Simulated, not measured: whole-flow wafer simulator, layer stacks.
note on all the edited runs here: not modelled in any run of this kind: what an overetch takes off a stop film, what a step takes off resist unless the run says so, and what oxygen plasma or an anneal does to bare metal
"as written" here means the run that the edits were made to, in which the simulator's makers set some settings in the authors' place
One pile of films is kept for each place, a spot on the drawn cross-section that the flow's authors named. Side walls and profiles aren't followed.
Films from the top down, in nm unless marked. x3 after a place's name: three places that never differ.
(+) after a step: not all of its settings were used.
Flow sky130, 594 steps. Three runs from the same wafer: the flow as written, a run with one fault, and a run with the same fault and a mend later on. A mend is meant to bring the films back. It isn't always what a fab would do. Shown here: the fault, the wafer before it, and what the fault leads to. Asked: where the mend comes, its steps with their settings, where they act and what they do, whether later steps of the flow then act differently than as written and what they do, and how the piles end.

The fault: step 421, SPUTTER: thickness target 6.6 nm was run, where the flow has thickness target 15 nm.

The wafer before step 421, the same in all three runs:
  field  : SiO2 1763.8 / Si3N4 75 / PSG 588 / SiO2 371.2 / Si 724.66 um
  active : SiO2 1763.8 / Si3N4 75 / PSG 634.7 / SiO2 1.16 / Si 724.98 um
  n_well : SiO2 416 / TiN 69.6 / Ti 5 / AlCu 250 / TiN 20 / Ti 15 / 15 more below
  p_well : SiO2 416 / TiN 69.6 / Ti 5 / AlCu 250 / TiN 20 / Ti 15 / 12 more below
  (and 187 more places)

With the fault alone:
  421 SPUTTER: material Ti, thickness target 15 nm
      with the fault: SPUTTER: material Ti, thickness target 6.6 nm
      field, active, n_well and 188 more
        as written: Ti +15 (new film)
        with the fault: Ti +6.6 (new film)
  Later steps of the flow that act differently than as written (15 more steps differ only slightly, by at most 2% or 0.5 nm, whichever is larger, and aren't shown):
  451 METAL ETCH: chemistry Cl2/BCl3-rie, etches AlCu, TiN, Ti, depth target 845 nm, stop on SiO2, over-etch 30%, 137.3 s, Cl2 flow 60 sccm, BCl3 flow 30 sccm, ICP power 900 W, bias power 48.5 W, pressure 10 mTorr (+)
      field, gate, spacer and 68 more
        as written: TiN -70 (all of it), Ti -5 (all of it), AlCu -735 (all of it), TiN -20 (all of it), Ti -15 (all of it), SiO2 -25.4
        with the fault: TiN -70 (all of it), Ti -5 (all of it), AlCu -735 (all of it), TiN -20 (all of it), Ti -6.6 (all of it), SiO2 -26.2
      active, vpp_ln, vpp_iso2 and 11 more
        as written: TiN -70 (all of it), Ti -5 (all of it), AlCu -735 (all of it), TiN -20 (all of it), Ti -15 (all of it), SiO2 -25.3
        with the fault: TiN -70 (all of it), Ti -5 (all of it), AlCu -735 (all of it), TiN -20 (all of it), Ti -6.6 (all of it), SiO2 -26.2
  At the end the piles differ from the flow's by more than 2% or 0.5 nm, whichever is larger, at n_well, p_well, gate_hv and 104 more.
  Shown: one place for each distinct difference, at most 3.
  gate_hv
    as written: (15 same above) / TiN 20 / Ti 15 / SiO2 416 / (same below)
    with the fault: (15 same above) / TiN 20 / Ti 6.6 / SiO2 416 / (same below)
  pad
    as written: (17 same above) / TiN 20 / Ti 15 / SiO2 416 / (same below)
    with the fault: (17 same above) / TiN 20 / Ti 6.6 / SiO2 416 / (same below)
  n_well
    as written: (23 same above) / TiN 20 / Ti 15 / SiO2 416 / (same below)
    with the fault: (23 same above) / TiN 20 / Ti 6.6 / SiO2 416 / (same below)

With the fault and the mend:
  The mend comes after step 421.
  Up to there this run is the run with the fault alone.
  421a SPUTTER: material Ti, thickness target 8.4 nm (the flow's step 421 once more, with other settings)
      field, active, n_well and 188 more
        Ti +8.4
  No later step of the flow acts differently than as written at any place that is followed.
  At the end the piles are the same as the flow's at every place that both follow.
